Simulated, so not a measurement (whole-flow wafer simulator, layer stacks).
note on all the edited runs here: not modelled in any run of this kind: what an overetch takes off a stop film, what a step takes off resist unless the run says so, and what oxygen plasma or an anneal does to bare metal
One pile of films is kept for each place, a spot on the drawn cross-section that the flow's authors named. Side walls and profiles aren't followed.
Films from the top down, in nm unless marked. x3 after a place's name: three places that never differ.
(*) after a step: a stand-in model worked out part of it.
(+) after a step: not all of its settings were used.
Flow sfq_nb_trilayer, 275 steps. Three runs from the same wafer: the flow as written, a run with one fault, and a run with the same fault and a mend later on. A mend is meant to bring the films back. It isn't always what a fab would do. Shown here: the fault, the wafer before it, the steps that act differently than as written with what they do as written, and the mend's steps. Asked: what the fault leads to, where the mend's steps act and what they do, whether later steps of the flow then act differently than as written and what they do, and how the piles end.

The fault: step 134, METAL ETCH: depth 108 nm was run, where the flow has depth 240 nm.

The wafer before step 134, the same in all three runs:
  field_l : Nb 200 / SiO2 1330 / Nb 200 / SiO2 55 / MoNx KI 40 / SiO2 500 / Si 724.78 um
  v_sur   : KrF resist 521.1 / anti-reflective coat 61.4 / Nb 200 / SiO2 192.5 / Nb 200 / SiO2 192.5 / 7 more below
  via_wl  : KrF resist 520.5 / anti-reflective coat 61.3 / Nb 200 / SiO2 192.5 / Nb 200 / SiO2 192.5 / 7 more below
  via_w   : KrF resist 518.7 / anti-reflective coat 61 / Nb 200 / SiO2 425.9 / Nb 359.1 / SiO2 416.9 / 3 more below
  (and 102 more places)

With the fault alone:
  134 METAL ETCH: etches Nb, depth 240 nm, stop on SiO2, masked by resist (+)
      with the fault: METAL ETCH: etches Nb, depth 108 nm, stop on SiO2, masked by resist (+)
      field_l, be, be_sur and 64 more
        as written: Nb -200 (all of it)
        with the fault: Nb -108
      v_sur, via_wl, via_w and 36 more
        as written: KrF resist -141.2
        with the fault: KrF resist -63.5
  Later steps of the flow that act differently than as written:
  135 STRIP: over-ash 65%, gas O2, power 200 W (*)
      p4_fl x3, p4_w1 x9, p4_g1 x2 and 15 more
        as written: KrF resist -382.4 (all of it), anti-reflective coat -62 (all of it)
        with the fault: KrF resist -460 (all of it), anti-reflective coat -62 (all of it)
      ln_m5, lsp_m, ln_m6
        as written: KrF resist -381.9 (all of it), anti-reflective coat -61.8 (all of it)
        with the fault: KrF resist -459.6 (all of it), anti-reflective coat -61.8 (all of it)
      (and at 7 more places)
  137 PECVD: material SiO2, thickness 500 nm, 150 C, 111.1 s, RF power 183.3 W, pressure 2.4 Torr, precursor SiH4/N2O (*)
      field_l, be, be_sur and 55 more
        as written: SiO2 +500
        with the fault: SiO2 +500 (new film)
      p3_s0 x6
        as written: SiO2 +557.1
        with the fault: SiO2 +500 (new film)
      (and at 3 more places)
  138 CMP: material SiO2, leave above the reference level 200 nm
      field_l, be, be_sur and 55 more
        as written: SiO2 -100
        with the fault: SiO2 -192
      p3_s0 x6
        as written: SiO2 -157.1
        with the fault: SiO2 -192
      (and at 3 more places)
  At the end the piles differ from the flow's by more than 2% or 0.5 nm, whichever is larger, at field_l, be, be_sur and 64 more.
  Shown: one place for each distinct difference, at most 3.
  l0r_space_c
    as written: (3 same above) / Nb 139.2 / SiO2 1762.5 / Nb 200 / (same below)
    with the fault: (3 same above) / Nb 139.2 / SiO2 300.5 / Nb 92 / SiO2 1370 / Nb 200 / (same below)
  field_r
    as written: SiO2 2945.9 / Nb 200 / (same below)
    with the fault: SiO2 1483.9 / Nb 92 / SiO2 1370 / Nb 200 / (same below)
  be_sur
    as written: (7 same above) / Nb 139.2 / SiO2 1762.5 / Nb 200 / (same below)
    with the fault: (7 same above) / Nb 139.2 / SiO2 300.5 / Nb 92 / SiO2 1370 / Nb 200 / (same below)

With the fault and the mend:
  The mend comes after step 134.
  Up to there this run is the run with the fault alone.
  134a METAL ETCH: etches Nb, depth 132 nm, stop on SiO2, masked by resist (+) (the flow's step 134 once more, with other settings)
      field_l, be, be_sur and 64 more
        Nb -92 (all of it)
      v_sur, via_wl, via_w and 36 more
        KrF resist -77.6
  No later step of the flow acts differently than as written at any place that is followed.
  At the end the piles are the same as the flow's at every place that both follow.
